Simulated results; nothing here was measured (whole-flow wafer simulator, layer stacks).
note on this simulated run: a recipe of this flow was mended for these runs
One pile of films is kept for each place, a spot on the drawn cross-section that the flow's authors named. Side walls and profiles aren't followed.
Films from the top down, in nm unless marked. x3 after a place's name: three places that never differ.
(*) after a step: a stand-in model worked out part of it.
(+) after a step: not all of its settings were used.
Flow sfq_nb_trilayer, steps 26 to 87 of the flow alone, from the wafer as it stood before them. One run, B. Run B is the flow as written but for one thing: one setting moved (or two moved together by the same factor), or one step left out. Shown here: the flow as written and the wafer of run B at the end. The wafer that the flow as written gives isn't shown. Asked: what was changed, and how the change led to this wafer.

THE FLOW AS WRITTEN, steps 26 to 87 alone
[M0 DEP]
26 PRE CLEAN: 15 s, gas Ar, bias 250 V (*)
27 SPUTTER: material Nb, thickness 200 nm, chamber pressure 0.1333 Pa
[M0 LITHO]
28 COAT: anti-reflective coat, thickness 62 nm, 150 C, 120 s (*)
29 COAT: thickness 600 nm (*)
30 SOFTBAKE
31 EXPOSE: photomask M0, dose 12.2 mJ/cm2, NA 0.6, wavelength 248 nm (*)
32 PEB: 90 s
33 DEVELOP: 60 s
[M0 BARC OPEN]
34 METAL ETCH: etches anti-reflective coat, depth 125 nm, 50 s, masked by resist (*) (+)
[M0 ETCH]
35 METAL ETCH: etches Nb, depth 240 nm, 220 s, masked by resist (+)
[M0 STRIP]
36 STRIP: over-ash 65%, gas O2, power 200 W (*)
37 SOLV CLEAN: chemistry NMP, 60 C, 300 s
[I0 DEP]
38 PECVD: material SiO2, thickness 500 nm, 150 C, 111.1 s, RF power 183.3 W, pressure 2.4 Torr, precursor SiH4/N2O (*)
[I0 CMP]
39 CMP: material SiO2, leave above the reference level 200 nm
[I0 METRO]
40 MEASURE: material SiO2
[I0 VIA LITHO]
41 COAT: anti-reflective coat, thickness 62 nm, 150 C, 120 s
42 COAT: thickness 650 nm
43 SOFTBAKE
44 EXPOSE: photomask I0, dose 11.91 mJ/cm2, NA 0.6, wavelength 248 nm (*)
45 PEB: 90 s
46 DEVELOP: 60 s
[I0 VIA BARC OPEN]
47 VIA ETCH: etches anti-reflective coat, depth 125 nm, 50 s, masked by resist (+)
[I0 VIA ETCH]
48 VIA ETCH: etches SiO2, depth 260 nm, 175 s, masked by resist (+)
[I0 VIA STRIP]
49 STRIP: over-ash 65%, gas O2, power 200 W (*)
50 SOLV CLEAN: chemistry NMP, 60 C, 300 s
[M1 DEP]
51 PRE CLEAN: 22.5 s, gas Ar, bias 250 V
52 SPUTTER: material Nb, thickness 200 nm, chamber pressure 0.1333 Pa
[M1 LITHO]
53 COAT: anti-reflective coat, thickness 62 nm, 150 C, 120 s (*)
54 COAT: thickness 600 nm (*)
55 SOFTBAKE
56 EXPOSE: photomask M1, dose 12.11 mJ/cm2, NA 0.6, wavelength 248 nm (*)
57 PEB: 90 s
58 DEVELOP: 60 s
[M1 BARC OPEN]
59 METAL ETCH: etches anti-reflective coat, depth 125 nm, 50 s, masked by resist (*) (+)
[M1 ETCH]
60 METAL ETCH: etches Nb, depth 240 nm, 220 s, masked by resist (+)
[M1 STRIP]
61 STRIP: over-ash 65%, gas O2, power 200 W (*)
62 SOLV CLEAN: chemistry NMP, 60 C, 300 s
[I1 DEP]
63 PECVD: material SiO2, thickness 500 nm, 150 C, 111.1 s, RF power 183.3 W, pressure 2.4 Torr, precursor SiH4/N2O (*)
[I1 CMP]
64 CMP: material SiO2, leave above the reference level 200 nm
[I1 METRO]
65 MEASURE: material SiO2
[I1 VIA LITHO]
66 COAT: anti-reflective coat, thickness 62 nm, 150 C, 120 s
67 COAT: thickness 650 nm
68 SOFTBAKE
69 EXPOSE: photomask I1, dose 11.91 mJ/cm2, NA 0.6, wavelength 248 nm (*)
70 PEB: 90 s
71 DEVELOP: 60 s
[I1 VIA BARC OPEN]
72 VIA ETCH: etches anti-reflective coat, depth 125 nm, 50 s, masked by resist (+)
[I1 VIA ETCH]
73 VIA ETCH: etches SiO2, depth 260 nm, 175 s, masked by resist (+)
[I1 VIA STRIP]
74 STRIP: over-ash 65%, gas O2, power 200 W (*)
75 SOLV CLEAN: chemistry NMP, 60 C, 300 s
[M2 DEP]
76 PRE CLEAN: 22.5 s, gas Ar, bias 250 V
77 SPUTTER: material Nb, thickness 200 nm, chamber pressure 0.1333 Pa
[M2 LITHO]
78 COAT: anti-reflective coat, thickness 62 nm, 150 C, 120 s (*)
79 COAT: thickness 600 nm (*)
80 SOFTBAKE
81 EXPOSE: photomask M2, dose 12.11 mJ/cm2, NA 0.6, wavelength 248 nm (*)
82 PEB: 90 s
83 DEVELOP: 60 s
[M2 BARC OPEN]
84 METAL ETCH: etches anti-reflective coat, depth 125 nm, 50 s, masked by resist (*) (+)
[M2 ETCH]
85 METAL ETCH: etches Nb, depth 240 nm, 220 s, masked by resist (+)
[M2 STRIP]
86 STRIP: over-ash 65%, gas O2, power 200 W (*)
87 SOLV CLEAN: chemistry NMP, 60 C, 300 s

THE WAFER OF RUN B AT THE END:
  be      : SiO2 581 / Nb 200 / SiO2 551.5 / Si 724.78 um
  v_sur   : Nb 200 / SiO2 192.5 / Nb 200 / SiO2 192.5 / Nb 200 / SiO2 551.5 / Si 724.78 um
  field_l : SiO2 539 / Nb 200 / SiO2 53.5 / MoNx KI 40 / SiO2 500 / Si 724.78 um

The cause: step 26, PRE CLEAN: bias 362.5 V was run, where the flow has bias 250 V.

How the change led to this, step by step:
  26 PRE CLEAN: 15 s, gas Ar, bias 250 V (*)
      field_l, v_sur, via_wl and 102 more: SiO2 -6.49 (as written it would be: SiO2 -5)
      l0v: MoNx KI -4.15 (as written it would be: MoNx KI -2.91)
